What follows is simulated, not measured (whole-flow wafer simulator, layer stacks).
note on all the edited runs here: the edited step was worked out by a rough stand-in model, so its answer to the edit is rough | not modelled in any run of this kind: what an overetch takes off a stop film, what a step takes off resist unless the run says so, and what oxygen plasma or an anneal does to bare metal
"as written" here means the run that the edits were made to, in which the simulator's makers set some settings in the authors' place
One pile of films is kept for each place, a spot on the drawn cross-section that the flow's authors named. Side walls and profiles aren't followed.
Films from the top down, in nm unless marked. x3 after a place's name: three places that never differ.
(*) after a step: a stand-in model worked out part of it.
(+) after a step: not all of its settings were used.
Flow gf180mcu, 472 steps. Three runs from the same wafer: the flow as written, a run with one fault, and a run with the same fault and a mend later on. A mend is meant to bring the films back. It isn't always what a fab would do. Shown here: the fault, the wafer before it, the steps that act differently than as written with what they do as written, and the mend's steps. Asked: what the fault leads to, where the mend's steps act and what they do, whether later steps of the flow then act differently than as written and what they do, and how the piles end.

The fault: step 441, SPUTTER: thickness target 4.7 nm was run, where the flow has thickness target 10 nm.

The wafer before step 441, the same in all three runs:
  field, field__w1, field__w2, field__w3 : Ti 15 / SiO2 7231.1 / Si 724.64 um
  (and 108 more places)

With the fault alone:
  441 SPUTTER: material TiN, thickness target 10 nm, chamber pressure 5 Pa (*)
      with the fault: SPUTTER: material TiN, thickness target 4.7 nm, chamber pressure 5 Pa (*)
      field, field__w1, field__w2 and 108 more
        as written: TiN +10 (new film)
        with the fault: TiN +4.7 (new film)
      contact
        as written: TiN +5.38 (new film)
        with the fault: TiN +2.53 (new film)
  Later steps of the flow that act differently than as written (1 more step differs only slightly, by at most 2% or 0.5 nm, whichever is larger, and isn't shown):
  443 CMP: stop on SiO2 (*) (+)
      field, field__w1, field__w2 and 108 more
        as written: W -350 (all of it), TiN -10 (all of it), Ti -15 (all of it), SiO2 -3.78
        with the fault: W -350 (all of it), TiN -4.7 (all of it), Ti -15 (all of it), SiO2 -3.73
  At the end the piles differ from the flow's by more than 2% or 0.5 nm, whichever is larger, at contact.
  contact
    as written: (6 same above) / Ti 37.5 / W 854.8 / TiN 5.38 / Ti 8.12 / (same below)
    with the fault: (6 same above) / Ti 37.5 / W 857.7 / TiN 2.53 / Ti 8.12 / (same below)

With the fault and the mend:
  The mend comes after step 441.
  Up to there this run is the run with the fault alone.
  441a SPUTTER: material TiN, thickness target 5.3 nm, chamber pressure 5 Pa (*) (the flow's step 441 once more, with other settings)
      field, field__w1, field__w2 and 108 more
        TiN +5.3
      contact
        TiN +2.85
  No later step of the flow acts differently than as written at any place that is followed.
  At the end the piles are the same as the flow's at every place that both follow.
